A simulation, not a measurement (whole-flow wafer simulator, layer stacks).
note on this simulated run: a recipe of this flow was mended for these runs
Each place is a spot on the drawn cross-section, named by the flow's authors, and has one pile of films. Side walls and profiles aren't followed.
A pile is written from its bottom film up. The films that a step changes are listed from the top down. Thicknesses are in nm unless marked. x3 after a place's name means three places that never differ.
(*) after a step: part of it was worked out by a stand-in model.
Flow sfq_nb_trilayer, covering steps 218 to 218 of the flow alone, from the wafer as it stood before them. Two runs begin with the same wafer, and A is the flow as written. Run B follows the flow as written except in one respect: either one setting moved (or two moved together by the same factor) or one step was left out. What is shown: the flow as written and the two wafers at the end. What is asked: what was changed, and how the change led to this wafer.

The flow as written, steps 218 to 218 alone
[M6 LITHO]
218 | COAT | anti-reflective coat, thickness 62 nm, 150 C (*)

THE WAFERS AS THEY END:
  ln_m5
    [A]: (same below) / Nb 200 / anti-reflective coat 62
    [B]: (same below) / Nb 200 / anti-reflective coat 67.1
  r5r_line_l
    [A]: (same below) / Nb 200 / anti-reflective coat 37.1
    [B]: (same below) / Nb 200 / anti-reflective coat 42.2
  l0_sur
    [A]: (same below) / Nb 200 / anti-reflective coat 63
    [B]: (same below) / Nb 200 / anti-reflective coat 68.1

What caused this: step 218, COAT: thickness 67.1 nm was run, while the flow as written has thickness 62 nm.
The wafer lets one read it off: ln_m5 has anti-reflective coat 67.1, and step 218 as written asks for 62 nm.

How this came from the change, step by step:
  218 | COAT | anti-reflective coat, thickness 62 nm, 150 C (*)
      ln_m5, p4_fl x5, p4_w1 x9 and 51 more: A +62 anti-reflective coat (new film) | B +67.1 anti-reflective coat (new film)
      r5r_line_l, r5r_line_c, r5r_line_r: A +37.1 anti-reflective coat (new film) | B +42.2 anti-reflective coat (new film)
      (as well as at 37 more places)
